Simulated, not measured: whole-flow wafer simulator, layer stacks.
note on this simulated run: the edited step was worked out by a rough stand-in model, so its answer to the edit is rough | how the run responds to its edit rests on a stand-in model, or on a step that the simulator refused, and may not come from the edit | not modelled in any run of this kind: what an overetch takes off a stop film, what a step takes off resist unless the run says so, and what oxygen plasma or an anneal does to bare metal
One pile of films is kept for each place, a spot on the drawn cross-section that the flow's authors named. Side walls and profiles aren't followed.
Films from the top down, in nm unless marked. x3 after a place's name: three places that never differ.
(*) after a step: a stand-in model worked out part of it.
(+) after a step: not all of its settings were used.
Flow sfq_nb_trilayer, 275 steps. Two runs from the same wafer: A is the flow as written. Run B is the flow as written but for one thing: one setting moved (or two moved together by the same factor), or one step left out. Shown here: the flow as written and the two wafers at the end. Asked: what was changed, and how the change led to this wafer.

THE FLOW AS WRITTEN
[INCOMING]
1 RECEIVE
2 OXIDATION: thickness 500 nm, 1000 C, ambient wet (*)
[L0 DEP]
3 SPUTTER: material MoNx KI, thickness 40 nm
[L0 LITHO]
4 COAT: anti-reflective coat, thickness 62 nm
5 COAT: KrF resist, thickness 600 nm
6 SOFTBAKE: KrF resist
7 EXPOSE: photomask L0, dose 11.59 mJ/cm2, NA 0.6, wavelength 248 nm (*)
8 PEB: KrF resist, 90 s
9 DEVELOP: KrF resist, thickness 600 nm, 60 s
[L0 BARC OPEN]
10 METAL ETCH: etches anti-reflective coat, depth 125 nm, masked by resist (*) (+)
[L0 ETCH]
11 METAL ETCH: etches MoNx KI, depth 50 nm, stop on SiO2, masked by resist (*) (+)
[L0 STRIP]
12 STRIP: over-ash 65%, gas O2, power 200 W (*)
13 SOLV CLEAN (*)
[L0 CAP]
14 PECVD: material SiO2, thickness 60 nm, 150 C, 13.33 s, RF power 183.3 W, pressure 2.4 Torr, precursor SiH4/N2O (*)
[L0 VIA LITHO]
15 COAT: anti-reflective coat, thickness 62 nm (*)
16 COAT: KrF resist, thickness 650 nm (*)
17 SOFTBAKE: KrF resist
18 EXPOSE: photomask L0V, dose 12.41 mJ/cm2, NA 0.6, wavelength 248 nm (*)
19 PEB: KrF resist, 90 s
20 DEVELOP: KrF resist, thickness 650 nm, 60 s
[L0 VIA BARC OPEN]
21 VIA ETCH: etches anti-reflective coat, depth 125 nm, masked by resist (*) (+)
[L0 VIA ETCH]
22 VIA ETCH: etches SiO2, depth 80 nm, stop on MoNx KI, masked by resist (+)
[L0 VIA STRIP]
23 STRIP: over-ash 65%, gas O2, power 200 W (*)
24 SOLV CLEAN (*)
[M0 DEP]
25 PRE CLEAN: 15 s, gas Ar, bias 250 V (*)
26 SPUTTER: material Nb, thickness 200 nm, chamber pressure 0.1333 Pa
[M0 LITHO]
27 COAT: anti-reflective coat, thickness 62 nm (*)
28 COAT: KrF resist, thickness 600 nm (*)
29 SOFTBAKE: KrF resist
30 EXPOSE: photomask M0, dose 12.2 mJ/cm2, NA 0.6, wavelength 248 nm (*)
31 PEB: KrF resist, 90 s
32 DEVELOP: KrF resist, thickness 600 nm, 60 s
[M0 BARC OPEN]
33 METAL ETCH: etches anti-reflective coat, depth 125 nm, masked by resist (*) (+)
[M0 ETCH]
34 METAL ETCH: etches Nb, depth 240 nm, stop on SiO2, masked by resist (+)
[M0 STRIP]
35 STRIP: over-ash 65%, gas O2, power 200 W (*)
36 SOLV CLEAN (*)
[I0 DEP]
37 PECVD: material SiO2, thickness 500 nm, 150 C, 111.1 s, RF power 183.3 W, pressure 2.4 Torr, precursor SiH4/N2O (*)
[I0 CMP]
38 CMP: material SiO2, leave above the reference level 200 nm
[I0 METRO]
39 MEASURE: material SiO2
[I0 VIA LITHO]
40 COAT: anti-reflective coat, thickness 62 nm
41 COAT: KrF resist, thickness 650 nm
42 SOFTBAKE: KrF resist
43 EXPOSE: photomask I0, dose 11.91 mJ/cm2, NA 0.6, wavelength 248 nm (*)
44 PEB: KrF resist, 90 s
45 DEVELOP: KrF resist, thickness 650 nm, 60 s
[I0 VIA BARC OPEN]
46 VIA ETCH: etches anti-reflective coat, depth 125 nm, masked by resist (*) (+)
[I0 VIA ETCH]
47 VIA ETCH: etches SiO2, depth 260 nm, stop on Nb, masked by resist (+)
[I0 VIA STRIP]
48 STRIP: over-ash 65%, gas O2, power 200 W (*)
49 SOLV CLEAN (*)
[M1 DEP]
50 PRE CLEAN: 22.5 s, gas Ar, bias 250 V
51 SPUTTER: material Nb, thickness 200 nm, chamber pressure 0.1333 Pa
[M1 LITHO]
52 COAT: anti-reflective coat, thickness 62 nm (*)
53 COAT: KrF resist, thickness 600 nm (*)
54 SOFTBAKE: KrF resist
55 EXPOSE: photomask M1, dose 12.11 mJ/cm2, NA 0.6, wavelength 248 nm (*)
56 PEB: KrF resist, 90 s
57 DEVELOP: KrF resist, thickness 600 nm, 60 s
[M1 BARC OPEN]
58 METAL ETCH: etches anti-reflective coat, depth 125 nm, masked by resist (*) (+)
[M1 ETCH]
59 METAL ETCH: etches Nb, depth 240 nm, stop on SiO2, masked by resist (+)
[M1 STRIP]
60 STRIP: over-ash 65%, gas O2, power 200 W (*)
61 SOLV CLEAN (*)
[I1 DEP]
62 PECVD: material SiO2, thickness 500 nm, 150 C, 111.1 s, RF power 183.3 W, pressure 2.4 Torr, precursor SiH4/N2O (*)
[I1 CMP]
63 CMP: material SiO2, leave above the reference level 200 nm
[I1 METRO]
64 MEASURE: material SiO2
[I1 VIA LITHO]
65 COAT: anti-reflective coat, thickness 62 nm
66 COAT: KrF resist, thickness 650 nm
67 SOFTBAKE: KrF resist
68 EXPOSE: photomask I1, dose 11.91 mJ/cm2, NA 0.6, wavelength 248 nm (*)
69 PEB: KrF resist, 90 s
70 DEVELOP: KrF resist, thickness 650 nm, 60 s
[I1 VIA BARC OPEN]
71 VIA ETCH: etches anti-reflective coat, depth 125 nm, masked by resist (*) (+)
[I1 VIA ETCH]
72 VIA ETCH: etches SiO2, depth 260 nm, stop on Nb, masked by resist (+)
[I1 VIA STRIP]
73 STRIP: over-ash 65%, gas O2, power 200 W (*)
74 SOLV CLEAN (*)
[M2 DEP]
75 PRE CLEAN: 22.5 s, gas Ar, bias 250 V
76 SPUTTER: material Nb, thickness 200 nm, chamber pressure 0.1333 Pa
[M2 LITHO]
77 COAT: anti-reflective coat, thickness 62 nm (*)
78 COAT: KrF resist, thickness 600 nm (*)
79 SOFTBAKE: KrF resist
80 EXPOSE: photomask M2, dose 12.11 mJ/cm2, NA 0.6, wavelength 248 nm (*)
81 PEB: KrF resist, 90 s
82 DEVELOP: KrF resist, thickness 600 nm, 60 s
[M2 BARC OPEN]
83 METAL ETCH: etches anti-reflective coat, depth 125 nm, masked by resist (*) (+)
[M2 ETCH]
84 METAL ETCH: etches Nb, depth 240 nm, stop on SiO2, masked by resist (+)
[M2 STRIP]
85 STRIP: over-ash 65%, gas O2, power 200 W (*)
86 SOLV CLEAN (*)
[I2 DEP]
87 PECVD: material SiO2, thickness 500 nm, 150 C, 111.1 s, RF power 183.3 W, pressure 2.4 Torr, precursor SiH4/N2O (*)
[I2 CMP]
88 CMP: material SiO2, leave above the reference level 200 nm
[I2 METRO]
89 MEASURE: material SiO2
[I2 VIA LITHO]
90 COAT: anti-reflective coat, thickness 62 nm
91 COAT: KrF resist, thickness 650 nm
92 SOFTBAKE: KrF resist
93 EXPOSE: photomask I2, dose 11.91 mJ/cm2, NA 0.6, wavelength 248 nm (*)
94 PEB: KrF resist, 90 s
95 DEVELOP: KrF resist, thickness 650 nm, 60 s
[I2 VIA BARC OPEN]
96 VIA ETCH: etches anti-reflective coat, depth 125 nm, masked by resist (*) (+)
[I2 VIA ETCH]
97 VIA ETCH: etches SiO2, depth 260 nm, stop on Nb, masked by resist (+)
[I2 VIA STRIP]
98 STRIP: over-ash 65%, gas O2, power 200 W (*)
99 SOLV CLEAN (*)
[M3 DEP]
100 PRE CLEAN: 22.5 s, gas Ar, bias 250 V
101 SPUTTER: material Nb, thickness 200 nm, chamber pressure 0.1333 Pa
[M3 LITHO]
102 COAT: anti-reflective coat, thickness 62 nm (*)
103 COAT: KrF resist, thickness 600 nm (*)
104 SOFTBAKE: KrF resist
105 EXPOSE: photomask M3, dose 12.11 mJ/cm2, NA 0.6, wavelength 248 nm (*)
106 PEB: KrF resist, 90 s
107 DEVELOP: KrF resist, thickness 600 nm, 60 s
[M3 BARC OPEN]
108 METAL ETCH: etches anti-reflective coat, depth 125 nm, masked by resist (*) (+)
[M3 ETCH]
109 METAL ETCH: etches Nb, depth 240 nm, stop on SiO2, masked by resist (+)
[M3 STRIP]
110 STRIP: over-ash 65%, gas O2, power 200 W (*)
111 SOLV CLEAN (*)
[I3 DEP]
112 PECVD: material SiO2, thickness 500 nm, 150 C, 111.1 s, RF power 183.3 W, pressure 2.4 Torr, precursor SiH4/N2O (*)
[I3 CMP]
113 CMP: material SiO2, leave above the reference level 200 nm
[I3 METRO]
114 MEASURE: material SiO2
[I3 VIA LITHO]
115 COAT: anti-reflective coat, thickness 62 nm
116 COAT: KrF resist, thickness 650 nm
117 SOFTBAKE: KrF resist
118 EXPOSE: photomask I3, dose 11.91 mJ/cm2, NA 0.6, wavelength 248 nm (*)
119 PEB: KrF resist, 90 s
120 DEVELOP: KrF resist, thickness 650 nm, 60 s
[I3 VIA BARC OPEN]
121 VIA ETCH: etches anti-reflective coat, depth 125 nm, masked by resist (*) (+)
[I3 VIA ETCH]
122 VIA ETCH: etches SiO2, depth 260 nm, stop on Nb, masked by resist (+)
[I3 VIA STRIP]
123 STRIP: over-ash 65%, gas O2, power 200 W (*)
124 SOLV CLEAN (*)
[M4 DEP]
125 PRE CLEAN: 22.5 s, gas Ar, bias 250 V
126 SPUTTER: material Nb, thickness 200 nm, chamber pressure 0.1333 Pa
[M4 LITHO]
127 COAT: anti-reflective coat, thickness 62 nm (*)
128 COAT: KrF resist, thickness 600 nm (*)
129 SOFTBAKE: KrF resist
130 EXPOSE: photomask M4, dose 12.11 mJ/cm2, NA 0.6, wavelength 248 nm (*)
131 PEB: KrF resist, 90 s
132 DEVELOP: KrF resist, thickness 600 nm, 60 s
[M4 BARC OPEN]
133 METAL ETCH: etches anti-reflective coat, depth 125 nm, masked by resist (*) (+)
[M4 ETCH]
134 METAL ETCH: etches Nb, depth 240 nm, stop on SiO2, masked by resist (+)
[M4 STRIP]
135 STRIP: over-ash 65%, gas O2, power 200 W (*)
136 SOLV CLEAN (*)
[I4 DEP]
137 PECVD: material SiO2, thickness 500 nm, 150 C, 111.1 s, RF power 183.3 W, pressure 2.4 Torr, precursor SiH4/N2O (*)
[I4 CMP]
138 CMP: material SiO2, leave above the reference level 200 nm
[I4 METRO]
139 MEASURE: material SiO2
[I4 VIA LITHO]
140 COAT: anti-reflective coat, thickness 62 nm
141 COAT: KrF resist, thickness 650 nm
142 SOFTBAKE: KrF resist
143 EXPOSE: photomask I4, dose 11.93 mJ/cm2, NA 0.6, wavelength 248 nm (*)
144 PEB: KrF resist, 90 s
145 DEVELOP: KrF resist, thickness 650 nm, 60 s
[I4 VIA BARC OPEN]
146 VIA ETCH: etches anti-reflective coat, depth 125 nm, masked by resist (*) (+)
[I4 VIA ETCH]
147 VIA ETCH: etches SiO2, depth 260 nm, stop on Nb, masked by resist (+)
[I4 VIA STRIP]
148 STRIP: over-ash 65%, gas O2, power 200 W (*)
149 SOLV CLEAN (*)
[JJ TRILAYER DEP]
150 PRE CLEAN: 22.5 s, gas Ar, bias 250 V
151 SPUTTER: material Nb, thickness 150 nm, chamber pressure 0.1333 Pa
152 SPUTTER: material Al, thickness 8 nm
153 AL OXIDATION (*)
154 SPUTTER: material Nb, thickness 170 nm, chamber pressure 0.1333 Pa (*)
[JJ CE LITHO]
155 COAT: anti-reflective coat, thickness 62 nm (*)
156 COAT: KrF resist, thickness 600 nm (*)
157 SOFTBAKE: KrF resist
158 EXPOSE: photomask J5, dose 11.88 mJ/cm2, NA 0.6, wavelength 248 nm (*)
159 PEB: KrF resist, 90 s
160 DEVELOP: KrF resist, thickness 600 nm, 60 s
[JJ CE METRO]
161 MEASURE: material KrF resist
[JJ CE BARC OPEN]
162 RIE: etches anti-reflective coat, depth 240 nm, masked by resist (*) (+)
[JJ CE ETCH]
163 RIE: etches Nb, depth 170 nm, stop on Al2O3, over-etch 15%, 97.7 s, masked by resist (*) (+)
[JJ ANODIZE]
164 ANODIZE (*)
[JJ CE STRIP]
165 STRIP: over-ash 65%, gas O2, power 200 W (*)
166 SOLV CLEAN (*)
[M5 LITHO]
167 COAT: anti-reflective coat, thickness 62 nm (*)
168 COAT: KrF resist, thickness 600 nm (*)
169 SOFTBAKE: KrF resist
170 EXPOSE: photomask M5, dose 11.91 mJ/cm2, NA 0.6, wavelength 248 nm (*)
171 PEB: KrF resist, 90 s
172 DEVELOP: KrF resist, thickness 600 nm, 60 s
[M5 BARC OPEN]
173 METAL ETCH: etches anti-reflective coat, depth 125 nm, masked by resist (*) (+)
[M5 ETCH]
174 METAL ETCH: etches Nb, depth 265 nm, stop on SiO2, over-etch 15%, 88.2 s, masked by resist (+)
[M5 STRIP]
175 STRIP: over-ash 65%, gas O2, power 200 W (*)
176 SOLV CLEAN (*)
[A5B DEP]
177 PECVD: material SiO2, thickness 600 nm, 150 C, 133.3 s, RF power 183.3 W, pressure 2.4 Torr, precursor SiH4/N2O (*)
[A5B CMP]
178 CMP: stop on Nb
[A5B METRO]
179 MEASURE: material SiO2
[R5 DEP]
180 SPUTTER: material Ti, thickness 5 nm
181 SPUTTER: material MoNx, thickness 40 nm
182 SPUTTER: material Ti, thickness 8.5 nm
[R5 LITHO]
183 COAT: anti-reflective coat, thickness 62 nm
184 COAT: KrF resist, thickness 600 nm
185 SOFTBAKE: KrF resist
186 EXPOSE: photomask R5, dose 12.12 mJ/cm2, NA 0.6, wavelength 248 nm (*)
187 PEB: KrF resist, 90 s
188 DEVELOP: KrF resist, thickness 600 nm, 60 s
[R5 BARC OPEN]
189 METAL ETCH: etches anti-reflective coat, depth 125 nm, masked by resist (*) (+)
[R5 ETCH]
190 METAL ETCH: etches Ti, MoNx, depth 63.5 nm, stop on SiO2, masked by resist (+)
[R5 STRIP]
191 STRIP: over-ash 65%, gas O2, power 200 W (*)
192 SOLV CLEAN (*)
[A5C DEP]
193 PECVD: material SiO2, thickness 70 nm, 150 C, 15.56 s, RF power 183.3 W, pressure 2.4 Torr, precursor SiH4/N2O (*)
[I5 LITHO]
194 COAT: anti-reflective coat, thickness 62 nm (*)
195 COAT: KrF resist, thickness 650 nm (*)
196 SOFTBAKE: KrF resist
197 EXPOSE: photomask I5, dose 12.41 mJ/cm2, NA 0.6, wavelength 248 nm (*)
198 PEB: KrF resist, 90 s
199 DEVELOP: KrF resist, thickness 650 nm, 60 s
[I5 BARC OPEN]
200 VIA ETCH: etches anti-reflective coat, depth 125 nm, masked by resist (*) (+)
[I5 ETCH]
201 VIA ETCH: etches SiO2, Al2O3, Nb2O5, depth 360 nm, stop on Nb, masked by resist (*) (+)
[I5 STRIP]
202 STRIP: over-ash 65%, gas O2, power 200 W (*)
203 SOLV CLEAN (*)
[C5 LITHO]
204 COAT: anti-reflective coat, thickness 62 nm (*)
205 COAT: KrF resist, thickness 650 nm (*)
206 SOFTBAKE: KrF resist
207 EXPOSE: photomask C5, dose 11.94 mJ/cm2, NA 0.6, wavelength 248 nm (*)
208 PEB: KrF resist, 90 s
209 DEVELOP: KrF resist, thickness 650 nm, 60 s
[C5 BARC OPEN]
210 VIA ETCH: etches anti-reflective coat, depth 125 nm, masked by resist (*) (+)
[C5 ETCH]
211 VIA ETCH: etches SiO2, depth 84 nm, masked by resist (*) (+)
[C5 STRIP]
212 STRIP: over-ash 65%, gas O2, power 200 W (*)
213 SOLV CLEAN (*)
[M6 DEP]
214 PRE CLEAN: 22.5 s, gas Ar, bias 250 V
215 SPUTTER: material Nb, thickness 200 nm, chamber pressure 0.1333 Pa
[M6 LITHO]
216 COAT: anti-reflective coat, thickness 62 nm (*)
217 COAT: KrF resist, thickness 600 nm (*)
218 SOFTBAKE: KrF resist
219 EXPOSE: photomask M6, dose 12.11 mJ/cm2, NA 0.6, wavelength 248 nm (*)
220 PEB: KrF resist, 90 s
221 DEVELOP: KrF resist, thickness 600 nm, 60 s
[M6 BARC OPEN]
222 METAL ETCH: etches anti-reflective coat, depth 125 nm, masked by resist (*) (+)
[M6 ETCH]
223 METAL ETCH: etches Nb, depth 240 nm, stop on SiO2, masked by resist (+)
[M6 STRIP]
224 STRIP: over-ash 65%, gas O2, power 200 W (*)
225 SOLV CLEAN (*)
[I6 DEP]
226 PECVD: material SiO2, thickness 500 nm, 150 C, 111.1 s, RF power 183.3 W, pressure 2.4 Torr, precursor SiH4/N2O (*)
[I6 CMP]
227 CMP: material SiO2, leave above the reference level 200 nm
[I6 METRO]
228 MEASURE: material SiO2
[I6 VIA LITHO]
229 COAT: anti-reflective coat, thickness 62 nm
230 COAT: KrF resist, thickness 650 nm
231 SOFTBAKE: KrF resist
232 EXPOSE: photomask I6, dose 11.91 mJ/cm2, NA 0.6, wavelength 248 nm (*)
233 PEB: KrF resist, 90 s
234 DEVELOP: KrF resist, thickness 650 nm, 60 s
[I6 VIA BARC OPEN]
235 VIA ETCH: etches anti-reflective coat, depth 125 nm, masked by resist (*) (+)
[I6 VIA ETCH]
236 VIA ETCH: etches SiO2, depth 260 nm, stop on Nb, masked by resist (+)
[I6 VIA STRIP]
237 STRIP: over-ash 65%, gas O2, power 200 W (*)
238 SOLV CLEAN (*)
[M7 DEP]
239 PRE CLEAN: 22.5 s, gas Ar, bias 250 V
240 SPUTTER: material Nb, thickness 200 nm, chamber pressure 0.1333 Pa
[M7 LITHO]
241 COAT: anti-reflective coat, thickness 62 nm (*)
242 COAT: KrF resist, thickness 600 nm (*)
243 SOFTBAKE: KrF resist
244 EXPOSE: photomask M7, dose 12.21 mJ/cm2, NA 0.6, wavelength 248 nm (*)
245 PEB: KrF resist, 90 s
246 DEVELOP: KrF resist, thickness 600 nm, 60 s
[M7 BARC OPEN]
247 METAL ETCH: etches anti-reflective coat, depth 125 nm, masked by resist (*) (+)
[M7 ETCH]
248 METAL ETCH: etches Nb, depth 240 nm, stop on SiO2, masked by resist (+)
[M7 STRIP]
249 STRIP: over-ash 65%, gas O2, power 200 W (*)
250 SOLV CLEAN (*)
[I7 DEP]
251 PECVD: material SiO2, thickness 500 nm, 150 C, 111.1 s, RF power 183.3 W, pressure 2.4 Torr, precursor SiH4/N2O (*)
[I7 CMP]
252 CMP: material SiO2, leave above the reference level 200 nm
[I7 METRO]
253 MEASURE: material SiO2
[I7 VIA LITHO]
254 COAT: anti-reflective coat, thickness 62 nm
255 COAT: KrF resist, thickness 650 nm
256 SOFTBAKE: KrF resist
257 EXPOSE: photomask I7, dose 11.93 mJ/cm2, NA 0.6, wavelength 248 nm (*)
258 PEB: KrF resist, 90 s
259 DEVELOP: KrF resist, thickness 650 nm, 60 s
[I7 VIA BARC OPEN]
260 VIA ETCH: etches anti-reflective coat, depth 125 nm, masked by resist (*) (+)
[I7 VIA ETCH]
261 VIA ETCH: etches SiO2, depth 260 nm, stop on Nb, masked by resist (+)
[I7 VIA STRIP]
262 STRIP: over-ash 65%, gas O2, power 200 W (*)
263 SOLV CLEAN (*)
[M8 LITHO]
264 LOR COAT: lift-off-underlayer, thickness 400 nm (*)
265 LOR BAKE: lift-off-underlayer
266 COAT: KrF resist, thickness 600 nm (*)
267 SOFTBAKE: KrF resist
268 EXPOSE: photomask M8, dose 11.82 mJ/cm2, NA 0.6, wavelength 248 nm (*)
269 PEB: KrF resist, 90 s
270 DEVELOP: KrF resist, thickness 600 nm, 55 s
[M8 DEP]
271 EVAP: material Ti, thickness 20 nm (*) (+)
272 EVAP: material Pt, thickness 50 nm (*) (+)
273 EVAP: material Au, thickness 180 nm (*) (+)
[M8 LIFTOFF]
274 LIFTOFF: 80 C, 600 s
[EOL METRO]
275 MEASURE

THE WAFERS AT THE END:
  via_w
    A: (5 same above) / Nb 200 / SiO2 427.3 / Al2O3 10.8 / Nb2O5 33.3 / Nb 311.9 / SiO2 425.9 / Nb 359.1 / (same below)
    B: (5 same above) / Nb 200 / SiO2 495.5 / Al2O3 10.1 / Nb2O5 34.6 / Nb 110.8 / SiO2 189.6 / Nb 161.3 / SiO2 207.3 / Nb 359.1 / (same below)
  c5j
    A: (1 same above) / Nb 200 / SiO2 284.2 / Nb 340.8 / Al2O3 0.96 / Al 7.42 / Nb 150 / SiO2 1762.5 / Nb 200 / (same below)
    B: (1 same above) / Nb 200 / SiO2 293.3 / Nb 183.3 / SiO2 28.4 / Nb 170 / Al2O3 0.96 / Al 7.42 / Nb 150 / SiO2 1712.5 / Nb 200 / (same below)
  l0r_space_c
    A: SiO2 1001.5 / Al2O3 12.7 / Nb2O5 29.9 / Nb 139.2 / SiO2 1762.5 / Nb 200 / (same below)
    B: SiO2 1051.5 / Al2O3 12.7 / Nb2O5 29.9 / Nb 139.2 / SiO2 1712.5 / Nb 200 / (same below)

The cause: step 112, PECVD: thickness 250 nm was run, where the flow has thickness 500 nm; step 112, PECVD: 55.56 s was run, where the flow has 111.1 s.

How the change led to this, step by step:
  112 PECVD: material SiO2, thickness 500 nm, 150 C, 111.1 s, RF power 183.3 W, pressure 2.4 Torr, precursor SiH4/N2O (*)
      field_l, be, be_sur and 64 more: A SiO2 +500 | B SiO2 +250
      v_sur, via_wl, via_wr and 27 more: A SiO2 +500 (new film) | B SiO2 +250 (new film)
      (and at 9 more places)
  113 CMP: material SiO2, leave above the reference level 200 nm
      field_l, be, be_sur and 64 more: A SiO2 -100 | B nothing
      p4_g1, p4_g2, p3_s0, p3_s1, p3_s2, p3_s3, p3_s4, p3_s5: A SiO2 -157.1 | B nothing
      (and at 31 more places)
  115 COAT: anti-reflective coat, thickness 62 nm
      m0r_space_l, m0r_space_r, m6r_space_l, m6r_space_r, m7r_space_l, m7r_space_r: A anti-reflective coat +62 (new film) | B anti-reflective coat +80 (new film)
      p3_s0, p3_s1, p3_s2, p3_s3: A anti-reflective coat +62 (new film) | B anti-reflective coat +106.1 (new film)
      (and at 76 more places)
  116 COAT: KrF resist, thickness 650 nm
      m0r_line_l, m0r_line_r, m6r_line_l, m6r_line_r, m7r_line_l, m7r_line_r: A KrF resist +650 (new film) | B KrF resist +679.6 (new film)
      m0r_space_l, m0r_space_r, m6r_space_l, m6r_space_r, m7r_space_l, m7r_space_r: A KrF resist +650 (new film) | B KrF resist +669.1 (new film)
      (and at 71 more places)
  120 DEVELOP: KrF resist, thickness 650 nm, 60 s
      via_v: A KrF resist -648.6 (all of it) | B KrF resist -594.3 (all of it)
  121 VIA ETCH: etches anti-reflective coat, depth 125 nm, masked by resist (*) (+)
      field_l, v_sur, via_wl and 102 more: A KrF resist -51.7 | B KrF resist -41.6
      via_v: A anti-reflective coat -62 (all of it), SiO2 -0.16 | B anti-reflective coat -49.9 (all of it), SiO2 -0.12
  123 STRIP: over-ash 65%, gas O2, power 200 W (*)
      m0r_line_l, m0r_line_r, m6r_line_l, m6r_line_r, m7r_line_l, m7r_line_r: A KrF resist -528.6 (all of it), anti-reflective coat -62 (all of it) | B KrF resist -568.3 (all of it), anti-reflective coat -62.4 (all of it)
      m0r_space_l, m0r_space_r, m6r_space_l, m6r_space_r, m7r_space_l, m7r_space_r: A KrF resist -528.6 (all of it), anti-reflective coat -62 (all of it) | B KrF resist -557.7 (all of it), anti-reflective coat -80 (all of it)
      (and at 93 more places)
  126 SPUTTER: material Nb, thickness 200 nm, chamber pressure 0.1333 Pa
      via_w: A Nb +200 (new film) | B Nb +161.3 (new film)
  127 COAT: anti-reflective coat, thickness 62 nm (*)
      p3_l1, p3_l2, p3_l3, p3_l4: A anti-reflective coat +62 (new film) | B anti-reflective coat +44.2 (new film)
      wl_f_sr, wl_g_sl, wl_g_m5, l0r_line_l: A anti-reflective coat +62 (new film) | B anti-reflective coat +70.3 (new film)
      (and at 78 more places)
  128 COAT: KrF resist, thickness 600 nm (*)
      m0r_line_l, m6r_line_l, m7r_line_l: A KrF resist +600 (new film) | B KrF resist +627.3 (new film)
      m0r_space_l, m6r_space_l, m7r_space_l: A KrF resist +600 (new film) | B KrF resist +619.3 (new film)
      (and at 78 more places)
  132 DEVELOP: KrF resist, thickness 600 nm, 60 s
      m0r_line_l, m6r_line_l, m7r_line_l: A KrF resist -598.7 (all of it) | B KrF resist -626 (all of it)
      m0r_space_l, m6r_space_l, m7r_space_l: A KrF resist -598.7 (all of it) | B KrF resist -618 (all of it)
      (and at 42 more places)
  133 METAL ETCH: etches anti-reflective coat, depth 125 nm, masked by resist (*) (+)
      m5r_linepad_l, m5r_linepad_r, r5r_spacepad_l, r5r_spacepad_r: A anti-reflective coat -62 (all of it) | B anti-reflective coat -125
      v_sur, via_wl, via_w and 36 more: A KrF resist -51.7 | B KrF resist -69.4
      (and at 46 more places)
  134 METAL ETCH: etches Nb, depth 240 nm, stop on SiO2, masked by resist (+)
      m5r_linepad_l, m5r_linepad_r: A Nb -200 (all of it) | B anti-reflective coat -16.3 (all of it), Nb -200 (all of it)
      r5r_spacepad_l, r5r_spacepad_r: A Nb -200 (all of it) | B anti-reflective coat -17.1 (all of it), Nb -200 (all of it)
  135 STRIP: over-ash 65%, gas O2, power 200 W (*)
      v_sur: A KrF resist -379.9 (all of it), anti-reflective coat -61.4 (all of it) | B KrF resist -285.3 (all of it), anti-reflective coat -41 (all of it)
      via_wl: A KrF resist -379.4 (all of it), anti-reflective coat -61.3 (all of it) | B KrF resist -294.2 (all of it), anti-reflective coat -34.2 (all of it)
      (and at 37 more places)
  137 PECVD: material SiO2, thickness 500 nm, 150 C, 111.1 s, RF power 183.3 W, pressure 2.4 Torr, precursor SiH4/N2O (*)
      p3_s0, p3_s1, p3_s2, p3_s3, p3_s4, p3_s5: A SiO2 +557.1 | B SiO2 +500
      via_w: A SiO2 +500 (new film) | B SiO2 +614.3 (new film)
  138 CMP: material SiO2, leave above the reference level 200 nm
      field_l, be, be_sur and 55 more: A SiO2 -100 | B nothing
      p3_s0, p3_s1, p3_s2, p3_s3, p3_s4, p3_s5: A SiO2 -157.1 | B nothing
      (and at 12 more places)
  ... 59 more steps ...
  274 LIFTOFF: 80 C, 600 s
      be: A Au -180 (all of it), Pt -50 (all of it), Ti -20 (all of it), KrF resist -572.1 (all of it), lift-off-underlayer -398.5 (all of it) | B Au -180 (all of it), Pt -50 (all of it), Ti -20 (all of it), KrF resist -599.8 (all of it), lift-off-underlayer -639.8 (all of it)
      be_sur: A Au -180 (all of it), Pt -50 (all of it), Ti -20 (all of it), KrF resist -572.6 (all of it), lift-off-underlayer -398.9 (all of it) | B Au -180 (all of it), Pt -50 (all of it), Ti -20 (all of it), KrF resist -582.4 (all of it), lift-off-underlayer -377.2 (all of it)
Counting metal films that touch as one body, via_w has 6 bodies (between them, from the top down: SiO2 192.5; SiO2 495.5 / Al2O3 10.1 / Nb2O5 34.6; SiO2 189.6; SiO2 207.3; SiO2 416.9); the flow as written gives 5 bodies (between them, from the top down: SiO2 192.5; SiO2 427.3 / Al2O3 10.8 / Nb2O5 33.3; SiO2 425.9; SiO2 416.9).
Counting metal films that touch as one body, c5j has 5 bodies (between them, from the top down: SiO2 293.3; SiO2 28.4; Al2O3 0.96; SiO2 1712.5); the flow as written gives 4 bodies (between them, from the top down: SiO2 284.2; Al2O3 0.96; SiO2 1762.5).
